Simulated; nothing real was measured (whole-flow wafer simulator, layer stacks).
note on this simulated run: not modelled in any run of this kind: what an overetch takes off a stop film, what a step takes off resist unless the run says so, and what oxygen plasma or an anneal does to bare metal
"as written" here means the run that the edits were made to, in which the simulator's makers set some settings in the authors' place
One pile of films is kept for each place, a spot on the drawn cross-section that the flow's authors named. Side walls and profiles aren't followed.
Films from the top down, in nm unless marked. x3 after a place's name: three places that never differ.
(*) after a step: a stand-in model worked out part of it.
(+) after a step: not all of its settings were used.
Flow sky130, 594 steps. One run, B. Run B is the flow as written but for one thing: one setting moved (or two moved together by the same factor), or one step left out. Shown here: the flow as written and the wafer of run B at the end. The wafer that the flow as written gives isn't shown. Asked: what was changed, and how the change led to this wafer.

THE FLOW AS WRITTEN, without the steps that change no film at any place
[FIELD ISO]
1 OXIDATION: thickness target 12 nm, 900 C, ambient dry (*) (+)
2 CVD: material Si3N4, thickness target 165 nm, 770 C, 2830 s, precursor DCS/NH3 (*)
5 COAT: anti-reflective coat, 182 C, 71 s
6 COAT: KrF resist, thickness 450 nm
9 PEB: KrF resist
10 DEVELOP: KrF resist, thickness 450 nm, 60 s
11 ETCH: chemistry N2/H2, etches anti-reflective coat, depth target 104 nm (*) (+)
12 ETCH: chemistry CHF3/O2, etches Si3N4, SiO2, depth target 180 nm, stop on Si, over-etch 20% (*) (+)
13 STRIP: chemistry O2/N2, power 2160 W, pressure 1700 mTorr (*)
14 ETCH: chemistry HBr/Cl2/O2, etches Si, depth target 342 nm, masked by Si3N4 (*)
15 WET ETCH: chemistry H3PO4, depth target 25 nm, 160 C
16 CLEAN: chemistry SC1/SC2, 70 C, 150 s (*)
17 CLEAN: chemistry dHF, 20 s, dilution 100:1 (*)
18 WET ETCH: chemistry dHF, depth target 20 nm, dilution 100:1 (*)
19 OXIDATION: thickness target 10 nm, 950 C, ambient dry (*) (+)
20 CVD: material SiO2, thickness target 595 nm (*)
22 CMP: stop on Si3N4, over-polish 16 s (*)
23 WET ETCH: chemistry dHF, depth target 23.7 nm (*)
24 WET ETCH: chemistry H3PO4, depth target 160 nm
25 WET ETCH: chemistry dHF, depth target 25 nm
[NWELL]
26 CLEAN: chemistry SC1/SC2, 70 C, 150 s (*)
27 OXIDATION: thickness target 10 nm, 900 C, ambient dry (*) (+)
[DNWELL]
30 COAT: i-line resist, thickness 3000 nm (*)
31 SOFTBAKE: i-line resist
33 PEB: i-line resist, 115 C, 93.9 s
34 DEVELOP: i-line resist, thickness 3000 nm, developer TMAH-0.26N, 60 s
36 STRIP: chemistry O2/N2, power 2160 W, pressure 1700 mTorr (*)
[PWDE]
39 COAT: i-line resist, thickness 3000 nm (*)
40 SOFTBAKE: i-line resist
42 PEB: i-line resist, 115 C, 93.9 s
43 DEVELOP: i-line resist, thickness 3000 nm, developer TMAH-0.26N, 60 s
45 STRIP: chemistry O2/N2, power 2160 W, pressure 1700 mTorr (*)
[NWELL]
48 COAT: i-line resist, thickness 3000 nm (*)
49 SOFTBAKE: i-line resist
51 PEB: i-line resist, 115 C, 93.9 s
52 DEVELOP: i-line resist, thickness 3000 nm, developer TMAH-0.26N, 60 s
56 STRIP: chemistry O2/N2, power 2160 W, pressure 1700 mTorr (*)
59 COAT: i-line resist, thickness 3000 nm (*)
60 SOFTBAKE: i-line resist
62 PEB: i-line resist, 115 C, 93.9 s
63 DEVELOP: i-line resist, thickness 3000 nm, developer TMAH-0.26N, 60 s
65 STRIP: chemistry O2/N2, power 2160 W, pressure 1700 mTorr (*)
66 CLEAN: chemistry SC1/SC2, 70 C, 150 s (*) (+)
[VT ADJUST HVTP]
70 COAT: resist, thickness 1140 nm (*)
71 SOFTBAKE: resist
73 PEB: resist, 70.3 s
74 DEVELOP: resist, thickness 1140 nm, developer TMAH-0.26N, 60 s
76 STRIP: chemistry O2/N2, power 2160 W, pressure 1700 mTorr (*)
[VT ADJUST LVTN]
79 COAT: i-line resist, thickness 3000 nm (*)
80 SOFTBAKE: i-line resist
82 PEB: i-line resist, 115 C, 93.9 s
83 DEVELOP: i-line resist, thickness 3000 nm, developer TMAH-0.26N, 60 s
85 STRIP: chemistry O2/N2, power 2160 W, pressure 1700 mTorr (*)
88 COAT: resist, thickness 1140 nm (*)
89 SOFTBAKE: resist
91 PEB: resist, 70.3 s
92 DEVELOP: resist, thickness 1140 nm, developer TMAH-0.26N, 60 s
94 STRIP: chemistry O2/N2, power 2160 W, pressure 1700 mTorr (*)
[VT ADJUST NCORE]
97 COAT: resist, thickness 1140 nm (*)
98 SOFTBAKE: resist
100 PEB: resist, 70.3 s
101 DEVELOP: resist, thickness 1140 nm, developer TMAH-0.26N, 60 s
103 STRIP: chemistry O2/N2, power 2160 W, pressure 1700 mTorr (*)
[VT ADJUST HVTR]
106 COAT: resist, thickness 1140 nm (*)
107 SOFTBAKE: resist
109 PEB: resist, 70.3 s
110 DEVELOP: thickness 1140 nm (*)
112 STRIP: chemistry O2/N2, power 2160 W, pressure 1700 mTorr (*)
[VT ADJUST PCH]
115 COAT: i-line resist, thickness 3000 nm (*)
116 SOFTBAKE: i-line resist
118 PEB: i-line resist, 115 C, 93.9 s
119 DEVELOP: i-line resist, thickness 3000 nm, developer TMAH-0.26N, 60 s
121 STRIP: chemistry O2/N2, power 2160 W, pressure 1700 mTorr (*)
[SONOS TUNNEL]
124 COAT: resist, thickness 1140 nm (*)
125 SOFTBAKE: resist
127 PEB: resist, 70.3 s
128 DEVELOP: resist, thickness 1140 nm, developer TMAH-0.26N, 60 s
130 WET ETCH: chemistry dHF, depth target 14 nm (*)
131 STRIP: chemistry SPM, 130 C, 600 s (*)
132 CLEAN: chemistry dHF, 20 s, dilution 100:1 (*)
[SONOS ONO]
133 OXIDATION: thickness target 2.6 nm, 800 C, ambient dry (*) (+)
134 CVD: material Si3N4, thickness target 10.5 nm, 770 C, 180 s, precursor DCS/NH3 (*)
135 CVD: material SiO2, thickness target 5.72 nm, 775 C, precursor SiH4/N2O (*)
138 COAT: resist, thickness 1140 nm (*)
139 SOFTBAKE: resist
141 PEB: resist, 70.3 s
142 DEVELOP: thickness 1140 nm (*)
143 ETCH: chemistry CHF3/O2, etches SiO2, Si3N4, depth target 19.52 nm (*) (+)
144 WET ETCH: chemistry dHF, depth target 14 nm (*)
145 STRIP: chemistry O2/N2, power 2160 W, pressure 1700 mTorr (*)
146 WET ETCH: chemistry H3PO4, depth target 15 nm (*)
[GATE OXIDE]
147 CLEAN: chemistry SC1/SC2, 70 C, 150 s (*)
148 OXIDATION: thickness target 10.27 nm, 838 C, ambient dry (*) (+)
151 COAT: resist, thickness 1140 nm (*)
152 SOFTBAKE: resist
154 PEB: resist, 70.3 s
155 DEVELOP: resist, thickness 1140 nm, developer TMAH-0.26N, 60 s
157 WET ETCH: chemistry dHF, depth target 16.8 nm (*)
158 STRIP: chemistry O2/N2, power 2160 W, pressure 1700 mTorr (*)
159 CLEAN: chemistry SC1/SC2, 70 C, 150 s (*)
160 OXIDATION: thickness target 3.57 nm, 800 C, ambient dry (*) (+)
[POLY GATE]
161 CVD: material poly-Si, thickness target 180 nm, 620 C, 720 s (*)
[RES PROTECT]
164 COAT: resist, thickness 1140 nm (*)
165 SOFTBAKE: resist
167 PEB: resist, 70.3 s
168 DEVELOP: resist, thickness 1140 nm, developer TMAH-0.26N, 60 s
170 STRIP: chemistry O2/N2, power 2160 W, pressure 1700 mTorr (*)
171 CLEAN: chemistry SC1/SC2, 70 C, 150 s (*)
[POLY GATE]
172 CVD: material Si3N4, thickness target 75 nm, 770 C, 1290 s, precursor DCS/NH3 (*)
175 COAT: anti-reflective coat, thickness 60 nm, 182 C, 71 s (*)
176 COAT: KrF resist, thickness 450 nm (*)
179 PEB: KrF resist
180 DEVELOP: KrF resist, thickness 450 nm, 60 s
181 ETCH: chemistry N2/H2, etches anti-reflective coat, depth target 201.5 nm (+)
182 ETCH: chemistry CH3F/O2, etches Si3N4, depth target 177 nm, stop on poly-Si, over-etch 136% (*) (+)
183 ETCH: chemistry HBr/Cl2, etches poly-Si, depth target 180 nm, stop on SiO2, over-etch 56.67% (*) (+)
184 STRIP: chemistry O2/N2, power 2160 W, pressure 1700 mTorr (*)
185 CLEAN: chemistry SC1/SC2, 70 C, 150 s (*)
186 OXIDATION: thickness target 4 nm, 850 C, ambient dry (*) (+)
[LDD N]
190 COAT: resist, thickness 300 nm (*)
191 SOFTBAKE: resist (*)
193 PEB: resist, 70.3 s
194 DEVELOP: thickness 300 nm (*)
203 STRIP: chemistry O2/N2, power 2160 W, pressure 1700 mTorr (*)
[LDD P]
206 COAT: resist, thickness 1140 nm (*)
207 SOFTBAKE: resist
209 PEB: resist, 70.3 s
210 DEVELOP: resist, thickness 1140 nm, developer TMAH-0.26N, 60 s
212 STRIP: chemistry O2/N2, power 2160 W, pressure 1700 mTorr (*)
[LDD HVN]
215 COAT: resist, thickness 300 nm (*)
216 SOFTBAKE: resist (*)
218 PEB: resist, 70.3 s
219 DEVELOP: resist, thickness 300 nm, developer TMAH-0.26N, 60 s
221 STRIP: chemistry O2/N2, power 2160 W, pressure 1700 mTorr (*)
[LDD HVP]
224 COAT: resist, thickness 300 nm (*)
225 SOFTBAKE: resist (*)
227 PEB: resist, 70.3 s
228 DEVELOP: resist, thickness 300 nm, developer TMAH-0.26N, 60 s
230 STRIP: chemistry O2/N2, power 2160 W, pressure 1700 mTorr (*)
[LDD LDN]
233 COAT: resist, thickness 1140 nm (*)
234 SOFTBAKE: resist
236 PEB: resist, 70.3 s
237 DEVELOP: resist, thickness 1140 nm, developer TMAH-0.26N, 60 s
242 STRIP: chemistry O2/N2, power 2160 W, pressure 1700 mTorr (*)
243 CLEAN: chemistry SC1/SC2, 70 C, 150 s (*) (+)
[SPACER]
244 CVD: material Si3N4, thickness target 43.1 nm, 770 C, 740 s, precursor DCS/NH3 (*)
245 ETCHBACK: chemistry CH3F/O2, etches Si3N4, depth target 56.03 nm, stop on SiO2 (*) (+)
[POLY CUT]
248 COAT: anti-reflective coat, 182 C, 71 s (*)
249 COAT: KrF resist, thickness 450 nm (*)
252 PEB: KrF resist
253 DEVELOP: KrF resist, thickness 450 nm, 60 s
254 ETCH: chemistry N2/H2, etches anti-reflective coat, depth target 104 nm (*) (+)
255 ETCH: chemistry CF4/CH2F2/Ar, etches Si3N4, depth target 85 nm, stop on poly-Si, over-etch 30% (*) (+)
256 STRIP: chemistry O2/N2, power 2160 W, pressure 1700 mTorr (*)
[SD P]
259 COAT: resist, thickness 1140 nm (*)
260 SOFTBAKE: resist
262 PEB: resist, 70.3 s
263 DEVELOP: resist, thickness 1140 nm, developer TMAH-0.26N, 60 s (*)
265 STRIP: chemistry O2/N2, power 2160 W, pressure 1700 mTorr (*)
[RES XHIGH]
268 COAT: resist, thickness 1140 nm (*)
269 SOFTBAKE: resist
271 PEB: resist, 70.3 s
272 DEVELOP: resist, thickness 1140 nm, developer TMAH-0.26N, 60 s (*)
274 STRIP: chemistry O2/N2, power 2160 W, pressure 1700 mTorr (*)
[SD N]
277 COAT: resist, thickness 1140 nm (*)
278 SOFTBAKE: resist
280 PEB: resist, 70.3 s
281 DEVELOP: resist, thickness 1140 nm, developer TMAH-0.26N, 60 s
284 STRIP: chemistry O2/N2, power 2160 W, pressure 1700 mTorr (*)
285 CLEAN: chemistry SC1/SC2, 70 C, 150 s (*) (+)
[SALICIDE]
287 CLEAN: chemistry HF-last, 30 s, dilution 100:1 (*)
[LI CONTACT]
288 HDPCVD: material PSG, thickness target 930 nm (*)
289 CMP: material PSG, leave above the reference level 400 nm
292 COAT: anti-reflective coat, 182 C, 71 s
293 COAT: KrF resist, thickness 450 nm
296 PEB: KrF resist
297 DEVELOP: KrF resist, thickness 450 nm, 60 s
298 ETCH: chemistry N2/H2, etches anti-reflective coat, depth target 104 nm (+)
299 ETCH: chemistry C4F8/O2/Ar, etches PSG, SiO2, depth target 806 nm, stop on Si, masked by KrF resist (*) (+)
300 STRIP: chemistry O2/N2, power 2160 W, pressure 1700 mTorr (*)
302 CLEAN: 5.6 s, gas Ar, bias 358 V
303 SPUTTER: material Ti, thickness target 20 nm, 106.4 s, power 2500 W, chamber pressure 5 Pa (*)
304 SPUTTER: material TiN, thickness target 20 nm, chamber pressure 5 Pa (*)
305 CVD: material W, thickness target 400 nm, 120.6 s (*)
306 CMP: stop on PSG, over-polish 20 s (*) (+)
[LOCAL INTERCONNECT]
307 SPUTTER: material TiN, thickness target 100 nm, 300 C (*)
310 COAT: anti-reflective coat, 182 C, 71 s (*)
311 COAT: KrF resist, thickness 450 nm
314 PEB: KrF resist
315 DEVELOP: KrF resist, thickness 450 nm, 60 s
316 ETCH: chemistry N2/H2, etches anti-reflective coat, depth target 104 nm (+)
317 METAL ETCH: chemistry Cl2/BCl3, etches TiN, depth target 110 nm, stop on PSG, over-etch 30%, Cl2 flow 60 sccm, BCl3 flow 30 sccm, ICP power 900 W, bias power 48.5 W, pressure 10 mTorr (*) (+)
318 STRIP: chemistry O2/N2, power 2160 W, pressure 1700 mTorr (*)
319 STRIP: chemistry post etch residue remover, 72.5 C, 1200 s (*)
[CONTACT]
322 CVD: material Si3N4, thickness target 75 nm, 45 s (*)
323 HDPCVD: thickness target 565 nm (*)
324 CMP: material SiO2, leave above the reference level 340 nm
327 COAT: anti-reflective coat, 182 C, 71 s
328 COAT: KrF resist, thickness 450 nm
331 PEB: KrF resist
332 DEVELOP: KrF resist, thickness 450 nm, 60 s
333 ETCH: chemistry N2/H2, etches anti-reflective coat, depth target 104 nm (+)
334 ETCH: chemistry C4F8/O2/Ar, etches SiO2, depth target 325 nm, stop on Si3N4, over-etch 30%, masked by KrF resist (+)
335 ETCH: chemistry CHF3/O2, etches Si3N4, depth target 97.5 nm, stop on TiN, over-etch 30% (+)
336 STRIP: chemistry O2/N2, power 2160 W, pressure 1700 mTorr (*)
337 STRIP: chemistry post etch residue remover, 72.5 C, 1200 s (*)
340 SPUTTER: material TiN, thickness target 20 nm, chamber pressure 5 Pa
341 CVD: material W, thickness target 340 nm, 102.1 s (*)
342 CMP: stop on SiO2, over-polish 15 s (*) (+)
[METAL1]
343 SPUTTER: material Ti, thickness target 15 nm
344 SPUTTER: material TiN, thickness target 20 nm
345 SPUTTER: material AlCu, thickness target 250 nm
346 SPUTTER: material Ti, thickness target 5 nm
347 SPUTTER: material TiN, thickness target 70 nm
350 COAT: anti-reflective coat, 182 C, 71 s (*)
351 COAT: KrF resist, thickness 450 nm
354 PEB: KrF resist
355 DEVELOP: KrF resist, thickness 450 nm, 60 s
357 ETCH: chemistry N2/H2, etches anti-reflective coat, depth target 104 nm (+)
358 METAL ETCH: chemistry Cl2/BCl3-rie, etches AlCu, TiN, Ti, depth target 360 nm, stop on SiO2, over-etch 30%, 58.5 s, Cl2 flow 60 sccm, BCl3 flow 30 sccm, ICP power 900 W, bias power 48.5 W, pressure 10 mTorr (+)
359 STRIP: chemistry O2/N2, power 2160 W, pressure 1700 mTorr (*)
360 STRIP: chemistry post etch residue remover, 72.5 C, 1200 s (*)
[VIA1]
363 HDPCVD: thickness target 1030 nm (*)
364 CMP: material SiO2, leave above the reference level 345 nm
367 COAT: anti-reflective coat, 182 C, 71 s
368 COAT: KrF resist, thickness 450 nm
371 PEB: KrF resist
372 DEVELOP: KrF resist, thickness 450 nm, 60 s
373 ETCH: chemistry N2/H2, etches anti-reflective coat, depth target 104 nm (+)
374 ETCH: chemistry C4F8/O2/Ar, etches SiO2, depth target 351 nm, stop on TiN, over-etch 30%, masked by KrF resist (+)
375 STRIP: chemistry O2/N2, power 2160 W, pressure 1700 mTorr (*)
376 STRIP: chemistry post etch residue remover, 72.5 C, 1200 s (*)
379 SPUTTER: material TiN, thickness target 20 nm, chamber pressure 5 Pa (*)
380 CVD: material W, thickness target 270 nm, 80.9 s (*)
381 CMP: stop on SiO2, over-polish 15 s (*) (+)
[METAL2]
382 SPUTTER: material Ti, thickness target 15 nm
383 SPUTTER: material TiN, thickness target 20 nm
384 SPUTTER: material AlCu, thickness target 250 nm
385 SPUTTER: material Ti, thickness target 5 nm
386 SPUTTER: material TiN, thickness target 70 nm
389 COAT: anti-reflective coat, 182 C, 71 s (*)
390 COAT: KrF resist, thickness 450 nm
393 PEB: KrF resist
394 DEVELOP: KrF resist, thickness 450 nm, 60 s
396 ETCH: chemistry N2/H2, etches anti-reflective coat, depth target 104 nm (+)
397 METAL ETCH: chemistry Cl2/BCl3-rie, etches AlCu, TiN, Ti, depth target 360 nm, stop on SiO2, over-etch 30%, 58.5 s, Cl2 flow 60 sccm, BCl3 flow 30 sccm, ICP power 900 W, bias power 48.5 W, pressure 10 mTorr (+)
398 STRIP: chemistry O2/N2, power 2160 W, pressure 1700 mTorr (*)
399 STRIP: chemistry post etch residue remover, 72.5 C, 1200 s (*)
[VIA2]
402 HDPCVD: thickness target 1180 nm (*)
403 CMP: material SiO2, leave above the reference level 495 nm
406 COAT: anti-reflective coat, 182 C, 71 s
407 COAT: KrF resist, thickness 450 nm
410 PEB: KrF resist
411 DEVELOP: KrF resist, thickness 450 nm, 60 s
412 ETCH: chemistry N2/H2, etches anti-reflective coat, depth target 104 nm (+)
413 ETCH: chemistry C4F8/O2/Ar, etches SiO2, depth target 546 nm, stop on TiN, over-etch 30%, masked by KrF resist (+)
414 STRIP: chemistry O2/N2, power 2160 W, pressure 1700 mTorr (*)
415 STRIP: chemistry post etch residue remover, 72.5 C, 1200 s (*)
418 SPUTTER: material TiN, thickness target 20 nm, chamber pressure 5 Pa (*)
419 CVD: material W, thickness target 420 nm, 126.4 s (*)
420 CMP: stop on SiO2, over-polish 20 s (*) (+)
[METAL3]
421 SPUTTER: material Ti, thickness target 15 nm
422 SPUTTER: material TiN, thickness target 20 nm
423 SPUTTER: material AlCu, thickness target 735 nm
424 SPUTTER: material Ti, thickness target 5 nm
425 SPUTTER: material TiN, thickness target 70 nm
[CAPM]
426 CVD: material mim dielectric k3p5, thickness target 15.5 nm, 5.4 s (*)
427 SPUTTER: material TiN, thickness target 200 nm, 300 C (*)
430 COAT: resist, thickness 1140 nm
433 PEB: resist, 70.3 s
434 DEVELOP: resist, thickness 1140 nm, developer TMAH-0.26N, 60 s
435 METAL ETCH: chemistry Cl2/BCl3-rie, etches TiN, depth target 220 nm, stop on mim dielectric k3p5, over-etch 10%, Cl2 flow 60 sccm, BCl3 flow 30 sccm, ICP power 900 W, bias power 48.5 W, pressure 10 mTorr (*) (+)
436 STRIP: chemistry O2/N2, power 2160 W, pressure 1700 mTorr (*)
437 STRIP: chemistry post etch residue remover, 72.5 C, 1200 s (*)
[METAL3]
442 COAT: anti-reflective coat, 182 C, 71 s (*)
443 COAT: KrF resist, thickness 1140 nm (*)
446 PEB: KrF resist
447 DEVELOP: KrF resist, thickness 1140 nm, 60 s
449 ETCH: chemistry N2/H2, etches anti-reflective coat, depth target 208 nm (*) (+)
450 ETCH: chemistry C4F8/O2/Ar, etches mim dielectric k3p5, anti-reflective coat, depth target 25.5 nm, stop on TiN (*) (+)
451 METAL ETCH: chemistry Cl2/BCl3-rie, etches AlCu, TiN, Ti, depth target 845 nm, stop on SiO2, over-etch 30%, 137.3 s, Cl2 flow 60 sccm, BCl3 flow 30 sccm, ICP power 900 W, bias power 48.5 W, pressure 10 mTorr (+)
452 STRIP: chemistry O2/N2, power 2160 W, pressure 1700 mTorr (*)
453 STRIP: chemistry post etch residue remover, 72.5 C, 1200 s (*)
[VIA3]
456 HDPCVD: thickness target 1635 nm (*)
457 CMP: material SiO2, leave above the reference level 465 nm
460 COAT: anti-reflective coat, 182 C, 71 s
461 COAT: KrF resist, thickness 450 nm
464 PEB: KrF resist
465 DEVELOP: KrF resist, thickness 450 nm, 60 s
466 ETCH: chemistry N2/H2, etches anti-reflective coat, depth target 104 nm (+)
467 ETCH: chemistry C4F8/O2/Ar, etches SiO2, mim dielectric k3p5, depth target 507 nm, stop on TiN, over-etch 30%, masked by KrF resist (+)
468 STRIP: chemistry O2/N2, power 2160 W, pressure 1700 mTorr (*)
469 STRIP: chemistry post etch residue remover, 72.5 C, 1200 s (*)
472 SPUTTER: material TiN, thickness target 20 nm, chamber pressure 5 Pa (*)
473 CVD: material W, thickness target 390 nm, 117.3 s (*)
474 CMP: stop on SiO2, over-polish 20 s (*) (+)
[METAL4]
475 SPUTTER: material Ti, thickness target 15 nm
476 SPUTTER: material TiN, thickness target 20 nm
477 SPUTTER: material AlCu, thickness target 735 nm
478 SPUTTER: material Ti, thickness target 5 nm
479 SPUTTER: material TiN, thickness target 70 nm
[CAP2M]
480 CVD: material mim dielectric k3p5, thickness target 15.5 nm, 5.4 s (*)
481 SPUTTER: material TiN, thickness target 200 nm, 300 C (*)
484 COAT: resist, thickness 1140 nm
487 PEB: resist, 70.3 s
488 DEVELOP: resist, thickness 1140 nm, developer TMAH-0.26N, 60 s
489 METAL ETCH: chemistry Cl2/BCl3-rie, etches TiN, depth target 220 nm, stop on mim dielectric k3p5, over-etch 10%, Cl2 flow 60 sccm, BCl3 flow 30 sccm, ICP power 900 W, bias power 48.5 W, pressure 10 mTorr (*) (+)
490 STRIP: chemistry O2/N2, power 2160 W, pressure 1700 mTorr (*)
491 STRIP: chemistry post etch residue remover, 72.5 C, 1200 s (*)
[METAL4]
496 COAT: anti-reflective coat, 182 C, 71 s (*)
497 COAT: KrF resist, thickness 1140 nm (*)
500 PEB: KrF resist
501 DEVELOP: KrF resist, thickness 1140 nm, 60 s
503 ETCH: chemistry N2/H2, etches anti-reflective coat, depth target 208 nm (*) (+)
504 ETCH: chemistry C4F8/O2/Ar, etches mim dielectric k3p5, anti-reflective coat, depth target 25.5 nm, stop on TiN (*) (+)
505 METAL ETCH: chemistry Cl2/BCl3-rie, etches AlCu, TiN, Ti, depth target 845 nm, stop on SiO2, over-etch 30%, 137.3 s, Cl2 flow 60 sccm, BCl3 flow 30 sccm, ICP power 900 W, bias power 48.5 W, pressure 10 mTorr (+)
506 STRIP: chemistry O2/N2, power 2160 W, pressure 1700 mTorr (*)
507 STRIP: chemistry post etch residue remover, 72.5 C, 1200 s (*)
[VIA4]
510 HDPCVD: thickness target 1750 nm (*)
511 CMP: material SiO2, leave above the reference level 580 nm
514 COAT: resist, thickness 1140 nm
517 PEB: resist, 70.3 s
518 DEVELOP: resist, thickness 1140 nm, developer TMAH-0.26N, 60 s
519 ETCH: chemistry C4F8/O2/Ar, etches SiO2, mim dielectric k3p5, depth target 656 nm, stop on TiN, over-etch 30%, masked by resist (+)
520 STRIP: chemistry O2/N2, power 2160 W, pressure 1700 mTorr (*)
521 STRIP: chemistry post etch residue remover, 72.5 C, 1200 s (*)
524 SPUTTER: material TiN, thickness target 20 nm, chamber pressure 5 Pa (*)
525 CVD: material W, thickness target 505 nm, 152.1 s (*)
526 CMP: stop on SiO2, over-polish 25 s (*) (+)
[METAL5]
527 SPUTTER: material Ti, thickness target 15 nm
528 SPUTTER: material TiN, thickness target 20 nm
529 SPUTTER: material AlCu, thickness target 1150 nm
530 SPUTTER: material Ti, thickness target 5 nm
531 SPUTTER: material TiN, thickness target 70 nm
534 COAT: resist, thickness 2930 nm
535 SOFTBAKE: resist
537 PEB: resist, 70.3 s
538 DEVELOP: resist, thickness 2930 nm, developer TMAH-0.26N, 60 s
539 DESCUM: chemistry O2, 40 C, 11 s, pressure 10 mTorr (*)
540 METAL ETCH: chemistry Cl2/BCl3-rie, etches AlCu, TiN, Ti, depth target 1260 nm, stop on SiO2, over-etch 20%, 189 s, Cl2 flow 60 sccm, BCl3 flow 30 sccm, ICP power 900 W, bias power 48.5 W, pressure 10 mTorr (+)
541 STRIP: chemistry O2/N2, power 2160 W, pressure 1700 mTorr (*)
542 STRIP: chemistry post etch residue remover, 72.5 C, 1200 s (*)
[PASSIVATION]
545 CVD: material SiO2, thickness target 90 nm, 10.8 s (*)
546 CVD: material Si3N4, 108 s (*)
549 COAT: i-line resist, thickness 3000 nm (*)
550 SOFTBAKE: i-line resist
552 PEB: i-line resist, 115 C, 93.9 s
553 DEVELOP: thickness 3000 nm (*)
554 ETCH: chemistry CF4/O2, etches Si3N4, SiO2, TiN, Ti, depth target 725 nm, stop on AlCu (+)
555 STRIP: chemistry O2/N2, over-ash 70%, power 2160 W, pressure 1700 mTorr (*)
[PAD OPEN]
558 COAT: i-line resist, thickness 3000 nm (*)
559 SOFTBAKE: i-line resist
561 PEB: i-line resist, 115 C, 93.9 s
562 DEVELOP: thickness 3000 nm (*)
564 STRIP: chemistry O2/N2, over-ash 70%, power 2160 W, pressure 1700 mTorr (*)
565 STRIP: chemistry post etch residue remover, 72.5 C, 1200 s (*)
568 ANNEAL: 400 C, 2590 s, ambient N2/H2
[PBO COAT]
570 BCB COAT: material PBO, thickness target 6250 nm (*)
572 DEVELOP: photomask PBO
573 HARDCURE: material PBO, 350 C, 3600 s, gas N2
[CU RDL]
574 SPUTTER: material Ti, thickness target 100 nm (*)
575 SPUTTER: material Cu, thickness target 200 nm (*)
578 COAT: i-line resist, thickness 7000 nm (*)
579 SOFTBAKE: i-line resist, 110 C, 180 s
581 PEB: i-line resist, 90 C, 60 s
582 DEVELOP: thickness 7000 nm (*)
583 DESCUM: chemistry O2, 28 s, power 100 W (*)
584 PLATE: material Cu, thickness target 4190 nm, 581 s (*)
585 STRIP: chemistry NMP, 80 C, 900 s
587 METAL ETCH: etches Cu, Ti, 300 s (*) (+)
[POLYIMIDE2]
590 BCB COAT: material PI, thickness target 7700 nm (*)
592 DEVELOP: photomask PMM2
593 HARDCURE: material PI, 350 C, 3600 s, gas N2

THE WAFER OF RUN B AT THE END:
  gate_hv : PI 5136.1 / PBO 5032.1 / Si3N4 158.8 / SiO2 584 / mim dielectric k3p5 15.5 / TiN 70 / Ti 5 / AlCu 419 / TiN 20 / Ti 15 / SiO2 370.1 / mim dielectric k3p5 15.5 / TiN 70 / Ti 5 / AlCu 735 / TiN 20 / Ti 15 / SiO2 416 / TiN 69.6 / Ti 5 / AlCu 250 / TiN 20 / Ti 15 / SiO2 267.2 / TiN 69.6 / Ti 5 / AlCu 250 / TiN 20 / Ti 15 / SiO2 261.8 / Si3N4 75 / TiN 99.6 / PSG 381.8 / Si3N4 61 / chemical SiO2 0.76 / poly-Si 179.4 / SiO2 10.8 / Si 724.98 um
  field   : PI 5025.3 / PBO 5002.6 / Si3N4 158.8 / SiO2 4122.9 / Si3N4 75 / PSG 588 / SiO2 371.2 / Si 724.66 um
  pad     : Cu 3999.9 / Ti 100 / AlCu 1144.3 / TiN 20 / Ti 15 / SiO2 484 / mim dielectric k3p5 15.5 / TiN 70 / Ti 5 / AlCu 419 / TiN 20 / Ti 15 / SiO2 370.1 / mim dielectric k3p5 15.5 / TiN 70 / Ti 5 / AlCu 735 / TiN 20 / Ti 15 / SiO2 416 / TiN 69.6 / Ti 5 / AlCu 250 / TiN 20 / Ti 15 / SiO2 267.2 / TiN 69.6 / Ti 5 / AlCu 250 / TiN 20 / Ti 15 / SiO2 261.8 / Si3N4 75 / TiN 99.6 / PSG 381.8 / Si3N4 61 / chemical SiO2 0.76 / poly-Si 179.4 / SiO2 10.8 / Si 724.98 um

The cause: step 477, SPUTTER: thickness target 419 nm was run, where the flow has thickness target 735 nm.
It can be read off the wafer: gate_hv has AlCu 419, and step 477 as written asks for 735 nm.

How the change led to this, step by step:
  477 SPUTTER: material AlCu, thickness target 735 nm
      field, active, n_well and 189 more: AlCu +419 (new film) (as written it would be: AlCu +735 (new film))
  505 METAL ETCH: chemistry Cl2/BCl3-rie, etches AlCu, TiN, Ti, depth target 845 nm, stop on SiO2, over-etch 30%, 137.3 s, Cl2 flow 60 sccm, BCl3 flow 30 sccm, ICP power 900 W, bias power 48.5 W, pressure 10 mTorr (+)
      field, gate, spacer and 61 more: TiN -70 (all of it), Ti -5 (all of it), AlCu -419 (all of it), TiN -20 (all of it), Ti -15 (all of it), SiO2 -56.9 (as written it would be: TiN -70 (all of it), Ti -5 (all of it), AlCu -735 (all of it), TiN -20 (all of it), Ti -15 (all of it), SiO2 -25.4)
      vpp_iso1, m1_ln, poly_licon and 8 more: TiN -70 (all of it), Ti -5 (all of it), AlCu -419 (all of it), TiN -20 (all of it), Ti -15 (all of it), SiO2 -56.9 (as written it would be: TiN -70 (all of it), Ti -5 (all of it), AlCu -735 (all of it), TiN -20 (all of it), Ti -15 (all of it), SiO2 -25.3)
      (and at 13 more places)
  511 CMP: material SiO2, leave above the reference level 580 nm
      field, active, gate and 67 more: SiO2 -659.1 (as written it would be: SiO2 -374.7)
      vpp_ln, vpp_iso2, mim_edge_plate and 7 more: SiO2 -659 (as written it would be: SiO2 -374.7)
      (and at 8 more places)
